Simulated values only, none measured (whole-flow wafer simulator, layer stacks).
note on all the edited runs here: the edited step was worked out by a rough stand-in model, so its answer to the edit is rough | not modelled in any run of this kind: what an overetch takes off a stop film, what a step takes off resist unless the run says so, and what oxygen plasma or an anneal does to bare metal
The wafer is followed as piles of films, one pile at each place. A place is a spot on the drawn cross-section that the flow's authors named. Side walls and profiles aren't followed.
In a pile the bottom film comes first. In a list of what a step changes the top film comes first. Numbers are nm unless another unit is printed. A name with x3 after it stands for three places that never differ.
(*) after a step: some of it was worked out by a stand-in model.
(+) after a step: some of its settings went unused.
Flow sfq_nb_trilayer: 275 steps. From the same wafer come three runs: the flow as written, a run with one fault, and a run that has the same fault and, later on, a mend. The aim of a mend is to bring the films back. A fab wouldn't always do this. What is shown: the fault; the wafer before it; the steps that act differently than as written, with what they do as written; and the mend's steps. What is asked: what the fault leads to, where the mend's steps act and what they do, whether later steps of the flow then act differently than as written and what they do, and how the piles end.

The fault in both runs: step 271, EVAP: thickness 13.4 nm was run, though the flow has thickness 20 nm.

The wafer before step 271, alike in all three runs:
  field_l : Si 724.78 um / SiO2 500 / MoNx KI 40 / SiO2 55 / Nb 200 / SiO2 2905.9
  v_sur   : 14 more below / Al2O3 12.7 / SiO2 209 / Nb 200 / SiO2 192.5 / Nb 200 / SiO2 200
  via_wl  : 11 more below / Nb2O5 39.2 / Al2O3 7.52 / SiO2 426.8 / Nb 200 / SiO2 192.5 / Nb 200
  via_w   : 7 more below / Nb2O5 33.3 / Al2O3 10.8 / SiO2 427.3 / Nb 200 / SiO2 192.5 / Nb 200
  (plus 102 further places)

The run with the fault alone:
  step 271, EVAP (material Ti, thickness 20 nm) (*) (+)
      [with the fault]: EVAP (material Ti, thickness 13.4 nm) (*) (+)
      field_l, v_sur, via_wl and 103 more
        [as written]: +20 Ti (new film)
        [with the fault]: +13.4 Ti (new film)
  Steps further on in the flow that do not act as written:
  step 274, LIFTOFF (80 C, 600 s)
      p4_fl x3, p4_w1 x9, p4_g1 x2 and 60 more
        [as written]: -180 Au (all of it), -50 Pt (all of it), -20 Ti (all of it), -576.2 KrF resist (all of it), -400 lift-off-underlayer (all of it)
        [with the fault]: -180 Au (all of it), -50 Pt (all of it), -13.4 Ti (all of it), -576.2 KrF resist (all of it), -400 lift-off-underlayer (all of it)
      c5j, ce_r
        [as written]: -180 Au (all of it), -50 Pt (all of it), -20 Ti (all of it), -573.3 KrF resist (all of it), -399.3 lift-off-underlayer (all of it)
        [with the fault]: -180 Au (all of it), -50 Pt (all of it), -13.4 Ti (all of it), -573.3 KrF resist (all of it), -399.3 lift-off-underlayer (all of it)
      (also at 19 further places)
  At field_l, v_sur, via_wl and 8 more, the piles at the end differ from the flow's by more than 2% or 0.5 nm, whichever is larger.
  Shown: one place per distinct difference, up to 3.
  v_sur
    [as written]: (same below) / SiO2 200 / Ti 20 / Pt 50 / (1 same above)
    [with the fault]: (same below) / SiO2 200 / Ti 13.4 / Pt 50 / (1 same above)
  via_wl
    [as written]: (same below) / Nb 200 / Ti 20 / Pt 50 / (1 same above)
    [with the fault]: (same below) / Nb 200 / Ti 13.4 / Pt 50 / (1 same above)
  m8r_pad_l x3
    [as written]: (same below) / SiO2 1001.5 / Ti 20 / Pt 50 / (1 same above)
    [with the fault]: (same below) / SiO2 1001.5 / Ti 13.4 / Pt 50 / (1 same above)

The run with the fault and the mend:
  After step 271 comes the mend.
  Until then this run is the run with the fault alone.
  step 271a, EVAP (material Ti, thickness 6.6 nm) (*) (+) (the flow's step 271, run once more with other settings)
      field_l, v_sur, via_wl and 103 more
        +6.6 Ti
  None of the later steps of the flow acts differently than as written at any place that is followed.
  By the end, the piles equal the flow's at every place that both follow.
